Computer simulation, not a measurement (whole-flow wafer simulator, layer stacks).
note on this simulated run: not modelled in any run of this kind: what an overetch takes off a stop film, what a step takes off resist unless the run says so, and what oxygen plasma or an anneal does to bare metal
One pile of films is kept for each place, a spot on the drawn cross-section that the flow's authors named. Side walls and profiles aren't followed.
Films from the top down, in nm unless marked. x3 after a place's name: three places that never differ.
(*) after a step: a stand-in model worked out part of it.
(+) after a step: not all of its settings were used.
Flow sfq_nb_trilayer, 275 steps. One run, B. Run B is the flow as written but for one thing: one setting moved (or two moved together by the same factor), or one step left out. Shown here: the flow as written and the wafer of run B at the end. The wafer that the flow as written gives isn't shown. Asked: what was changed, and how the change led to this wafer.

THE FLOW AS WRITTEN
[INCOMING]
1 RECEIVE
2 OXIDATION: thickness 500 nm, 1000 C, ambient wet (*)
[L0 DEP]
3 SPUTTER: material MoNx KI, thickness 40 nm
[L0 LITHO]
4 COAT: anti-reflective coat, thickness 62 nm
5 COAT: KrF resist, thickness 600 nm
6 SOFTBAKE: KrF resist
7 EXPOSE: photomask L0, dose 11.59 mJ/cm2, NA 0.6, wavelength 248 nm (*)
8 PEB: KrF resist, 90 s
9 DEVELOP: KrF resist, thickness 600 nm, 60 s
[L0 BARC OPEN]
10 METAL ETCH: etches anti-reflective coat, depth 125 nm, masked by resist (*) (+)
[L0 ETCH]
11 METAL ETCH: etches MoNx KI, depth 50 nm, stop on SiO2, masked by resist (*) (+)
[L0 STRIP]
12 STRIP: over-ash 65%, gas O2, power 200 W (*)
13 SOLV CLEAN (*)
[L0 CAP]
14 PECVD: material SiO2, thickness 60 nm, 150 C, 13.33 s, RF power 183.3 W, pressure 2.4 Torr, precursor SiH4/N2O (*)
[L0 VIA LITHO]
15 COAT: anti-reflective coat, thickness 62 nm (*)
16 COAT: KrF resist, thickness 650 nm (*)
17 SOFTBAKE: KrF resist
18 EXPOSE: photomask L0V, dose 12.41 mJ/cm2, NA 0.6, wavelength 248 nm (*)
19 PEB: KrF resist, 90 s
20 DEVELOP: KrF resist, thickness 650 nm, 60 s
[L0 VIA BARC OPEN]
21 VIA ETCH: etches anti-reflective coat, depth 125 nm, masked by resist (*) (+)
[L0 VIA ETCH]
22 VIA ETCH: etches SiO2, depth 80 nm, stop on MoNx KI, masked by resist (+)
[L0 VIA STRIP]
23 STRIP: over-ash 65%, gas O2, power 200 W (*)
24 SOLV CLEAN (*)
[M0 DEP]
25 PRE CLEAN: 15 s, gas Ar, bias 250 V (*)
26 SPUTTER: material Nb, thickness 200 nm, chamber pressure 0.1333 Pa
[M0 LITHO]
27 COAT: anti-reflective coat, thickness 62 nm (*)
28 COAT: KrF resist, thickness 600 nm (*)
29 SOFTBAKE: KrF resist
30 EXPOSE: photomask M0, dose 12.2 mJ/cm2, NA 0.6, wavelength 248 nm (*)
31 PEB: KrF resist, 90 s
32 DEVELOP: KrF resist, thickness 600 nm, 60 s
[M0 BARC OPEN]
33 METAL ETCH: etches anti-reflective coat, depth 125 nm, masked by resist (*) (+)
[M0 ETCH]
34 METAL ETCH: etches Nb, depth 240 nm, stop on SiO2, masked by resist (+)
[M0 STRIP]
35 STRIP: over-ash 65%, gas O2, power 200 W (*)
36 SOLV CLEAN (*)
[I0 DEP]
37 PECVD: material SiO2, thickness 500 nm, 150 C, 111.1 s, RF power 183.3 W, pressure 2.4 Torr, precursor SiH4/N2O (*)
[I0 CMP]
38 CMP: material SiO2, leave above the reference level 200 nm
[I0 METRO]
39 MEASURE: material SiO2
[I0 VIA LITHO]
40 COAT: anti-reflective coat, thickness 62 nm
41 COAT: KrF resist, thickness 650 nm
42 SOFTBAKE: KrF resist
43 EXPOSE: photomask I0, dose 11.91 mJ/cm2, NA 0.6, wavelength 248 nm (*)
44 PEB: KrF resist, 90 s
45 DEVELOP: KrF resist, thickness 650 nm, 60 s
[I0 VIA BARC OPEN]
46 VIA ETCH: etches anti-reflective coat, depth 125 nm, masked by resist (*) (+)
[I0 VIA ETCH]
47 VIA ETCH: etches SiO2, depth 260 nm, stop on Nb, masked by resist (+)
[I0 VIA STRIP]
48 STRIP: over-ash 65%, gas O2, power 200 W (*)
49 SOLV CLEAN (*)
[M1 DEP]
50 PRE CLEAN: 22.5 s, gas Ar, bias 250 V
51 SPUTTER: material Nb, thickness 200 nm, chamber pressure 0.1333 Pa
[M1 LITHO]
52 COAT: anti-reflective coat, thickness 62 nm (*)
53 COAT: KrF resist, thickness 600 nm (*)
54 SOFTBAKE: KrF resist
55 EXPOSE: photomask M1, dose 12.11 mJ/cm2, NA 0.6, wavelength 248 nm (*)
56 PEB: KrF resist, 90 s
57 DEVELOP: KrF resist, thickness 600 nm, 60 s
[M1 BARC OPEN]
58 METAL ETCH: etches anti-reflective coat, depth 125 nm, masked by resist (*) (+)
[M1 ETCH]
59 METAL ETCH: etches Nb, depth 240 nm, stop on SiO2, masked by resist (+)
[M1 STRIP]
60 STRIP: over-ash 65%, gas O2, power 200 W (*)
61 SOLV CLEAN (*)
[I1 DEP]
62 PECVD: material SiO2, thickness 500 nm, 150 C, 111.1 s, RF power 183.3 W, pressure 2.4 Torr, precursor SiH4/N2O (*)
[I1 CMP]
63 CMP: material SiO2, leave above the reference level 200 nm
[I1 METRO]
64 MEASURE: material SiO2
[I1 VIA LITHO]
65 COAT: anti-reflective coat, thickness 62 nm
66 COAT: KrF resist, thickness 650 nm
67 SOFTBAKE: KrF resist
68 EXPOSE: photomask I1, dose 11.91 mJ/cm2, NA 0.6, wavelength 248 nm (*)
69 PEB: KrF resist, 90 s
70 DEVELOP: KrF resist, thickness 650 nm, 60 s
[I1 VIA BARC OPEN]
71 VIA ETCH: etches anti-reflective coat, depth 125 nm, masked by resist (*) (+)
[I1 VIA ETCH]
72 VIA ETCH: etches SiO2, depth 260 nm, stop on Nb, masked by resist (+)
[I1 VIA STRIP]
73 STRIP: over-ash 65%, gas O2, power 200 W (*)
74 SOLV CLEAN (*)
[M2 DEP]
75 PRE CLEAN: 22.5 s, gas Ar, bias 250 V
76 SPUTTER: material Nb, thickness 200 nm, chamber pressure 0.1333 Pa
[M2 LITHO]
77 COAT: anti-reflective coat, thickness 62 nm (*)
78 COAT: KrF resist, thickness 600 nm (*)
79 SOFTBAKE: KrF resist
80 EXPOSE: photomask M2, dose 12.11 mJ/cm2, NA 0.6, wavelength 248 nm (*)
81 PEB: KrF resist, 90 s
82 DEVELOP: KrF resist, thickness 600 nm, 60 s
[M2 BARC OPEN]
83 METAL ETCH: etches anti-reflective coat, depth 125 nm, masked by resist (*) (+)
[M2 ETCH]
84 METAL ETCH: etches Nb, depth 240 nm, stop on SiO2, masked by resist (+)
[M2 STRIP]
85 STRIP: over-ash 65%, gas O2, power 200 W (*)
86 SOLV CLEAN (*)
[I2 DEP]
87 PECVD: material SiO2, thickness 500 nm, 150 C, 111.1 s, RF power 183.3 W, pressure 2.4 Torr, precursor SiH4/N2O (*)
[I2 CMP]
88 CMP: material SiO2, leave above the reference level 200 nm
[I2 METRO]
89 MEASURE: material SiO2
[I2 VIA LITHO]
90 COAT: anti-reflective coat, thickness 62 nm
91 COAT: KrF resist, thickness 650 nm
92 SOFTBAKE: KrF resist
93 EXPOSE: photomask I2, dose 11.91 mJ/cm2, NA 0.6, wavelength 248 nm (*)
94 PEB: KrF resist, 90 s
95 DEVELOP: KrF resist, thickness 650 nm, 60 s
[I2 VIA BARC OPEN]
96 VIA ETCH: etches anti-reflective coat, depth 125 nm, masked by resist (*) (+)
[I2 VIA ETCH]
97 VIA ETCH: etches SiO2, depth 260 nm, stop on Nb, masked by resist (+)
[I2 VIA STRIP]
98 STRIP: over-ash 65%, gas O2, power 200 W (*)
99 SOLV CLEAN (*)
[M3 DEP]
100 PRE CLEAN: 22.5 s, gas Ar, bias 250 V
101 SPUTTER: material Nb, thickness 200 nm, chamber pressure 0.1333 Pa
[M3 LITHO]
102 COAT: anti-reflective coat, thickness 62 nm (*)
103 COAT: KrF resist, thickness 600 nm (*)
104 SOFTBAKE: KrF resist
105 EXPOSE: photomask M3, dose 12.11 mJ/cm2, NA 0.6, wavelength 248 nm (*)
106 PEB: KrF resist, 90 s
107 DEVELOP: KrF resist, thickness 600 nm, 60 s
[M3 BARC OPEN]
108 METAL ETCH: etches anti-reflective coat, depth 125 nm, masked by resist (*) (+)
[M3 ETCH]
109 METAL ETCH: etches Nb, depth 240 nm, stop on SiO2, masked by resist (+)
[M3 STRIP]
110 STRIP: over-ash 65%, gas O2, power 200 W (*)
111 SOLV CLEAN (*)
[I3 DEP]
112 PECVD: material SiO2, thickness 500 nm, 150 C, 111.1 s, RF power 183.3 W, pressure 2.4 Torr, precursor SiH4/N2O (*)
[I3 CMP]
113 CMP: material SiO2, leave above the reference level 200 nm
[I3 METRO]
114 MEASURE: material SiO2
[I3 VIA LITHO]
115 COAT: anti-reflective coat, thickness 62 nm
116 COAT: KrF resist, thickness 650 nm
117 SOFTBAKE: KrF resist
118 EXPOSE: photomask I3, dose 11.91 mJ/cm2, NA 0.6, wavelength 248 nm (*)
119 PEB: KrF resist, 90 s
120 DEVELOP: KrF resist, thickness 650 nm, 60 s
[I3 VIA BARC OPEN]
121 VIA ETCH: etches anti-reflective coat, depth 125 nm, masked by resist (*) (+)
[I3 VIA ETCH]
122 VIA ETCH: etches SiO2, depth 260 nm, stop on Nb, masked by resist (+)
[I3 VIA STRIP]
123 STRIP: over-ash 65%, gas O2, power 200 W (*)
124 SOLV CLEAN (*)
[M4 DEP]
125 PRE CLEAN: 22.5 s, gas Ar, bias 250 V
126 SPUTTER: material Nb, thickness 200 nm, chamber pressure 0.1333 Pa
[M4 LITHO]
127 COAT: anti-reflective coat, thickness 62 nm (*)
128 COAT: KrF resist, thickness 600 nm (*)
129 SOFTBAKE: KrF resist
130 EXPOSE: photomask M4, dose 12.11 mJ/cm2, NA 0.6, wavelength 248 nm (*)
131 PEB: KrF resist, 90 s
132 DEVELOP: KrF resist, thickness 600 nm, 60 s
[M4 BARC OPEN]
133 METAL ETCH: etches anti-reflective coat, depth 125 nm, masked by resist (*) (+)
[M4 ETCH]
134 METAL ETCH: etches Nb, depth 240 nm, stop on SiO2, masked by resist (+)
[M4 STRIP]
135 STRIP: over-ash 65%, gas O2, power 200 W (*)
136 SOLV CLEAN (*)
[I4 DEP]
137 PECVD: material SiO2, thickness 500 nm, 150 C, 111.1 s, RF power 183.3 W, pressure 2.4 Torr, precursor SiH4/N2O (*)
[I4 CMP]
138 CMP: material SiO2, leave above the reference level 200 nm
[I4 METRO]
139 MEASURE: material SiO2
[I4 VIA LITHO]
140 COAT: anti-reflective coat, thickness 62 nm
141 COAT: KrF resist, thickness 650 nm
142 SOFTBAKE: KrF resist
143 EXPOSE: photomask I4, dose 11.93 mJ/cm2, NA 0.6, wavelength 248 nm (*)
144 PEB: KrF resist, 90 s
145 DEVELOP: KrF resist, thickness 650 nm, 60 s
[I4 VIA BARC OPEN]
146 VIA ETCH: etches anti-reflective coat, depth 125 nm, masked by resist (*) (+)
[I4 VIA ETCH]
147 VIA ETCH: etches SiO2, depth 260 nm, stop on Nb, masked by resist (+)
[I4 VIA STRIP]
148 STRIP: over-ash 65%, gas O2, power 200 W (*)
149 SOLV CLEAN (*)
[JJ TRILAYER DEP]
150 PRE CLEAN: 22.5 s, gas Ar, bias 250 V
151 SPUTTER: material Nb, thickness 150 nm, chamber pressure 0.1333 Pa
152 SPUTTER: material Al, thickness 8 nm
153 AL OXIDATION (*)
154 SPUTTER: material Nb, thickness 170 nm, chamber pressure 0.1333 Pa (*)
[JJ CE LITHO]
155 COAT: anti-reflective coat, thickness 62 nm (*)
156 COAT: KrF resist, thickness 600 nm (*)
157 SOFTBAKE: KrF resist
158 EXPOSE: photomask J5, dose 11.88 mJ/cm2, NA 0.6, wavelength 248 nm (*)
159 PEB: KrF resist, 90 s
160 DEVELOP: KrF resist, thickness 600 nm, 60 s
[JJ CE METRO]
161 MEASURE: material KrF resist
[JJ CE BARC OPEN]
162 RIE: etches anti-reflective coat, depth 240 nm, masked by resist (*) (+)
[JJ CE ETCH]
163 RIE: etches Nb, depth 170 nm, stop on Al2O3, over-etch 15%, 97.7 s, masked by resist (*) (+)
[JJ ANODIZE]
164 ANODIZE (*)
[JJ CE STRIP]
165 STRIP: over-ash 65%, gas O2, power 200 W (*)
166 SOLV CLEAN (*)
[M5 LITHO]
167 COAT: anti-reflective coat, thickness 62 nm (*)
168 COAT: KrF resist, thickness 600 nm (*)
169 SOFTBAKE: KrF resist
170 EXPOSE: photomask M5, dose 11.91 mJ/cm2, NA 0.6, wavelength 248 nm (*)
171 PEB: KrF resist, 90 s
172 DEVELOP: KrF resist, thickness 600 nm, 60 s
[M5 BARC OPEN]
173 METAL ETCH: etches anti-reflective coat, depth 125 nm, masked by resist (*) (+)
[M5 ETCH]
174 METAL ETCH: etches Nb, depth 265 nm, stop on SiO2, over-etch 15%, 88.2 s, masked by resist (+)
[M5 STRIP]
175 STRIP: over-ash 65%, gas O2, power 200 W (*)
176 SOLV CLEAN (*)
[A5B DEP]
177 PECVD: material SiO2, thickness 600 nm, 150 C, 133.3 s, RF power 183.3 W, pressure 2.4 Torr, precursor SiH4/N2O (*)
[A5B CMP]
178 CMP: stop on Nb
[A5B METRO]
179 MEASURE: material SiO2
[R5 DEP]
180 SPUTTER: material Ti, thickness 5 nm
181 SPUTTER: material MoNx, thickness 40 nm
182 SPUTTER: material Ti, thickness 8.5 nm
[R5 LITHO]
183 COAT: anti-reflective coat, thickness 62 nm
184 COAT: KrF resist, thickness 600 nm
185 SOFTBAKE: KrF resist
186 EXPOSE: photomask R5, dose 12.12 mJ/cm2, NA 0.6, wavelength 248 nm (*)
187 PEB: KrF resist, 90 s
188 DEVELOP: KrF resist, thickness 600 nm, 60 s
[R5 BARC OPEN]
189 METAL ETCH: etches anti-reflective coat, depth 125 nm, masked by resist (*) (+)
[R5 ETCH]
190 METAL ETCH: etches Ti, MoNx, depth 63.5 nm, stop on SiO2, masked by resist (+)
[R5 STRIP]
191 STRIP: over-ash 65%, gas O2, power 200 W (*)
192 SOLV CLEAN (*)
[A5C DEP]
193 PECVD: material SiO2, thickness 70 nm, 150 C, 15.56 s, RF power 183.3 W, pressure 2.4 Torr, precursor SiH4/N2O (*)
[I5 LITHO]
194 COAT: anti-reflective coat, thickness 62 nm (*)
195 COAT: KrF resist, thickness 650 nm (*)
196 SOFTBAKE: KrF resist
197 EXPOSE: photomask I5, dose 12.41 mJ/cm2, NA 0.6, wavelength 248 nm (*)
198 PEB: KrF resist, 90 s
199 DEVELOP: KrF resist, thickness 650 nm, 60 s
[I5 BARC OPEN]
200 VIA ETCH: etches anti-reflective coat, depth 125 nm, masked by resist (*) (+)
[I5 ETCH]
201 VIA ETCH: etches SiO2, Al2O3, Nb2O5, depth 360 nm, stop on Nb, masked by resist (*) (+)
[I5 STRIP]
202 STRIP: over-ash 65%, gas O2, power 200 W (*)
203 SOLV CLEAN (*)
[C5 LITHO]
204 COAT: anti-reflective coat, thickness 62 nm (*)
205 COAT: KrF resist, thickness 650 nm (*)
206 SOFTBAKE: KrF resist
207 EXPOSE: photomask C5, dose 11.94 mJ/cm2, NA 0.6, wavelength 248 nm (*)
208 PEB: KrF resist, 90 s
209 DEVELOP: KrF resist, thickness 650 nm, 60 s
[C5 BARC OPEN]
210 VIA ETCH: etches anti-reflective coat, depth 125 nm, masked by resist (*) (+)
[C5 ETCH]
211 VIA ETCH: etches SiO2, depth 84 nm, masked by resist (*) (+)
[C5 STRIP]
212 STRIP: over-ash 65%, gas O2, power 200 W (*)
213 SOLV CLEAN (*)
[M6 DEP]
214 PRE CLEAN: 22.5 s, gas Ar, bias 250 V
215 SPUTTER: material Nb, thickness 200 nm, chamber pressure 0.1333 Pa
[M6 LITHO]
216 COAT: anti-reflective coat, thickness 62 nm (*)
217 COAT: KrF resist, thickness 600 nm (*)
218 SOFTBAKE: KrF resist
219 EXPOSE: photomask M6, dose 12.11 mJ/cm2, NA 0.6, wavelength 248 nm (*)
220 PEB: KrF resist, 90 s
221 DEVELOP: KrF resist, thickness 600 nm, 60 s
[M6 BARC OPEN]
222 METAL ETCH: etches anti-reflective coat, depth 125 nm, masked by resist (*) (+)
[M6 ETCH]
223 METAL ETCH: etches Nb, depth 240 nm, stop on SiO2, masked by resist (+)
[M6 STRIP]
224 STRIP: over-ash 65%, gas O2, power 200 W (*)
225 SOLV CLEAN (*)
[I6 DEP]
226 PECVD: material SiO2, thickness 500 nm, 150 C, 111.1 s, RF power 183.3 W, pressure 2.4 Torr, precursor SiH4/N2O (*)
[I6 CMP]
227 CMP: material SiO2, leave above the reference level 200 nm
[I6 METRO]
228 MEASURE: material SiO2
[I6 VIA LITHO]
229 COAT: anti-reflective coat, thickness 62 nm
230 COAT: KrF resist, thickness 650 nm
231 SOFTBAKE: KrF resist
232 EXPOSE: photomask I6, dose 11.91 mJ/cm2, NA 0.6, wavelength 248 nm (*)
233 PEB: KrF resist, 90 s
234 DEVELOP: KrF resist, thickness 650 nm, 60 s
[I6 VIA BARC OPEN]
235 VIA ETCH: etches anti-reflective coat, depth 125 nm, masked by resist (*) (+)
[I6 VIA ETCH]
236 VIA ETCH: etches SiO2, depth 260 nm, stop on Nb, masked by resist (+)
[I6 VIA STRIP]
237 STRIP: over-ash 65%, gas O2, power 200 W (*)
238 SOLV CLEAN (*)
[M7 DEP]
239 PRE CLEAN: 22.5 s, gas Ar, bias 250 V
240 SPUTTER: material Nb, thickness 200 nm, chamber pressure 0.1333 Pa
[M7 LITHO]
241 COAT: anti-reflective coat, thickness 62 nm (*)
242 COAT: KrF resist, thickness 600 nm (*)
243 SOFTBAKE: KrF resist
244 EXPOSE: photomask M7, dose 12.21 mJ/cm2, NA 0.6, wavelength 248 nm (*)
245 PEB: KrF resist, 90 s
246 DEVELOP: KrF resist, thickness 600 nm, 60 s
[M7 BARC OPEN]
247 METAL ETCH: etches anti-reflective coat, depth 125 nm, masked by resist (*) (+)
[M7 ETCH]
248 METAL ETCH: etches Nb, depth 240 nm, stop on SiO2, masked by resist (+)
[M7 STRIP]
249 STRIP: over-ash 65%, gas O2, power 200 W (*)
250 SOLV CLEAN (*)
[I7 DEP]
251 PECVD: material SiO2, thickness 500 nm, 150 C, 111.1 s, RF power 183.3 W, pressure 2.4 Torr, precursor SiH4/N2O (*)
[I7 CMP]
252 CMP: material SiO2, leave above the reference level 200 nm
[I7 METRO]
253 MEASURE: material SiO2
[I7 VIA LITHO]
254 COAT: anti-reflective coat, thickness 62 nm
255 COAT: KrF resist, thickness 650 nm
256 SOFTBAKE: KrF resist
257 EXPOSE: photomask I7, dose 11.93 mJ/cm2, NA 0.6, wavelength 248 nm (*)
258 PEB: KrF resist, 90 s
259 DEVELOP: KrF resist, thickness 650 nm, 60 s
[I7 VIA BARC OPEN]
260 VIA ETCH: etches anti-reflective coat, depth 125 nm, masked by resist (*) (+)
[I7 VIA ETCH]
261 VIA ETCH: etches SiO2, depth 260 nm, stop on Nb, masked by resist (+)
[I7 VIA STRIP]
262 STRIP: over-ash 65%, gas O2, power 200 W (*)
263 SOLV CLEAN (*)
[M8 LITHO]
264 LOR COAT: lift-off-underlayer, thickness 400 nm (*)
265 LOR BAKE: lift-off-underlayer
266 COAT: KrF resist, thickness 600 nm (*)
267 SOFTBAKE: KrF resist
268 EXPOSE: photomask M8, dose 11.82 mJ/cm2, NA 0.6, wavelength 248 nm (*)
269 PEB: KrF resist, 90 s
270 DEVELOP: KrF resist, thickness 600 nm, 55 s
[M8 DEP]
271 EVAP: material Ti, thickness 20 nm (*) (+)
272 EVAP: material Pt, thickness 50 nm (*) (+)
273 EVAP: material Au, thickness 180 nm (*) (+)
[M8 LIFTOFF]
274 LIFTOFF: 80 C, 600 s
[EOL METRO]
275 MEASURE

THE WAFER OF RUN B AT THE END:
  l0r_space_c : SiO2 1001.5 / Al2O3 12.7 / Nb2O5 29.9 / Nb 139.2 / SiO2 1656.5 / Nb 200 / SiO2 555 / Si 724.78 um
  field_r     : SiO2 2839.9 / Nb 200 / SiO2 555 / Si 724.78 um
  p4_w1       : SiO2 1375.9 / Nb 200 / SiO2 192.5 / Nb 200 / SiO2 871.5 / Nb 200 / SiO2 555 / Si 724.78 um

The cause: step 63, CMP: leave above the reference level 94 nm was run, where the flow has leave above the reference level 200 nm.

How the change led to this, step by step:
  63 CMP: material SiO2, leave above the reference level 200 nm
      field_l, be, be_sur and 72 more: SiO2 -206 (as written it would be: SiO2 -100)
      v_sur, via_wl, via_wr and 20 more: SiO2 -406 (as written it would be: SiO2 -300)
      (and at 8 more places)
  72 VIA ETCH: etches SiO2, depth 260 nm, stop on Nb, masked by resist (+)
      field_l, v_sur, via_wl and 102 more: KrF resist -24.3 (as written it would be: KrF resist -44.8)
      via_v: SiO2 -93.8 (all of it) (as written it would be: SiO2 -199.8 (all of it))
  73 STRIP: over-ash 65%, gas O2, power 200 W (*)
      field_l, v_sur, via_wl and 102 more: KrF resist -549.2 (all of it), anti-reflective coat -62 (all of it) (as written it would be: KrF resist -528.6 (all of it), anti-reflective coat -62 (all of it))
  76 SPUTTER: material Nb, thickness 200 nm, chamber pressure 0.1333 Pa
      via_v: Nb +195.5 (as written it would be: Nb +174.5)
  77 COAT: anti-reflective coat, thickness 62 nm (*)
      via_v: anti-reflective coat +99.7 (new film) (as written it would be: anti-reflective coat +123.1 (new film))
  78 COAT: KrF resist, thickness 600 nm (*)
      via_v: KrF resist +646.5 (new film) (as written it would be: KrF resist +733.7 (new film))
  85 STRIP: over-ash 65%, gas O2, power 200 W (*)
      via_sp: KrF resist -382.6 (all of it), anti-reflective coat -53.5 (all of it) (as written it would be: KrF resist -374.4 (all of it), anti-reflective coat -53.2 (all of it))
      via_v: KrF resist -428.8 (all of it), anti-reflective coat -99.7 (all of it) (as written it would be: KrF resist -515.8 (all of it), anti-reflective coat -123.1 (all of it))
      (and at 1 more place)
  87 PECVD: material SiO2, thickness 500 nm, 150 C, 111.1 s, RF power 183.3 W, pressure 2.4 Torr, precursor SiH4/N2O (*)
      via_v: SiO2 +500 (new film) (as written it would be: SiO2 +606 (new film))
  88 CMP: material SiO2, leave above the reference level 200 nm
      via_v: SiO2 -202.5 (as written it would be: SiO2 -181.6)
